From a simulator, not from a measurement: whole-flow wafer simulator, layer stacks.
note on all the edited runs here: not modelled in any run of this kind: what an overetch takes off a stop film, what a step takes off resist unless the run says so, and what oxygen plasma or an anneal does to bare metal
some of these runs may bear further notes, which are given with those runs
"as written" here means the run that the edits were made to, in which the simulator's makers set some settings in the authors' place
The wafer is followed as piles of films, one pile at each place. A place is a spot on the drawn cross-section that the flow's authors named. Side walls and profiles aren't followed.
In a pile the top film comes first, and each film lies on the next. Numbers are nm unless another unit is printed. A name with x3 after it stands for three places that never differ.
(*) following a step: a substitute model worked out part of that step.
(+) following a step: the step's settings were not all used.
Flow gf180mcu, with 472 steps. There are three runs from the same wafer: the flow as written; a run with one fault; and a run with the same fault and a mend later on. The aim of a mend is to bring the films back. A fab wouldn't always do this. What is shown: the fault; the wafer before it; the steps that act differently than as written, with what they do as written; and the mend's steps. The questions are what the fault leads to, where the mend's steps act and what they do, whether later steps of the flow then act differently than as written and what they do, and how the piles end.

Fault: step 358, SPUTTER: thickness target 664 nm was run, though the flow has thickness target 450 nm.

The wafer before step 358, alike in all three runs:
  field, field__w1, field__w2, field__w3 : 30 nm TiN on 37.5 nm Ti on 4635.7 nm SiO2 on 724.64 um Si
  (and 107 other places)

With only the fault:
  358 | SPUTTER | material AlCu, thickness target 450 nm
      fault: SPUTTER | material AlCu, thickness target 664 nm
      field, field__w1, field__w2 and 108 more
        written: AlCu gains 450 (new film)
        fault: AlCu gains 664 (new film)
  Steps later in the flow that act otherwise than as written:
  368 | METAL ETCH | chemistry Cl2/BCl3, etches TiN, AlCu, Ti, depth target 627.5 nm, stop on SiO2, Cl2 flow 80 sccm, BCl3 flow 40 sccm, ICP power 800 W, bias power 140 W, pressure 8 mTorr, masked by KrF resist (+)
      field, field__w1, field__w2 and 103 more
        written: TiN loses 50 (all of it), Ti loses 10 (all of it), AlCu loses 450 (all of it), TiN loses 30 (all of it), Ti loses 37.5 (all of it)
        fault: TiN loses 50 (all of it), Ti loses 10 (all of it), AlCu loses 567.5
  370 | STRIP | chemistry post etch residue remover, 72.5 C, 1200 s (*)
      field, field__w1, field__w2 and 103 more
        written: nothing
        fault: AlCu loses 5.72
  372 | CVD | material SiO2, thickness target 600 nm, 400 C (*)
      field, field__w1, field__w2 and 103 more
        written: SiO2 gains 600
        fault: SiO2 gains 600 (new film)
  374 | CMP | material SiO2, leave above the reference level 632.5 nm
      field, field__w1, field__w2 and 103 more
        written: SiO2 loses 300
        fault: SiO2 loses 244.3
  At field, field__w1, field__w2 and 109 more, the piles at the end differ from the flow's by more than 2% or 0.5 nm, whichever is larger.
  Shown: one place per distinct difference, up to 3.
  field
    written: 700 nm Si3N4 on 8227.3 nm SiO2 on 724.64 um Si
    fault: 700 nm Si3N4 on 3647.3 nm SiO2 on 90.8 nm AlCu on 30 nm TiN on 37.5 nm Ti on 4635.7 nm SiO2 on 724.64 um Si
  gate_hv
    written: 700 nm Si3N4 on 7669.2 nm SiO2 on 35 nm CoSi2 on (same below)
    fault: 700 nm Si3N4 on 3647.3 nm SiO2 on 90.8 nm AlCu on 30 nm TiN on 37.5 nm Ti on 4077.6 nm SiO2 on 35 nm CoSi2 on (same below)
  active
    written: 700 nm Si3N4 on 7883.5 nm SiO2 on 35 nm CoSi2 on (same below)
    fault: 700 nm Si3N4 on 3647.3 nm SiO2 on 90.8 nm AlCu on 30 nm TiN on 37.5 nm Ti on 4291.9 nm SiO2 on 35 nm CoSi2 on (same below)

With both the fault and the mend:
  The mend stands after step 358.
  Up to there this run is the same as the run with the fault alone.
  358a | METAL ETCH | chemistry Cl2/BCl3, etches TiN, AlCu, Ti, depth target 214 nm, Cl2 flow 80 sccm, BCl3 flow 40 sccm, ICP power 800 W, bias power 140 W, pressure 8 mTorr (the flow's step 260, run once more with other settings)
      field, field__w1, field__w2 and 108 more
        AlCu loses 214
  None of the later steps of the flow acts differently than as written at any place that is followed.
  The piles end the same as the flow's at every place that both follow.
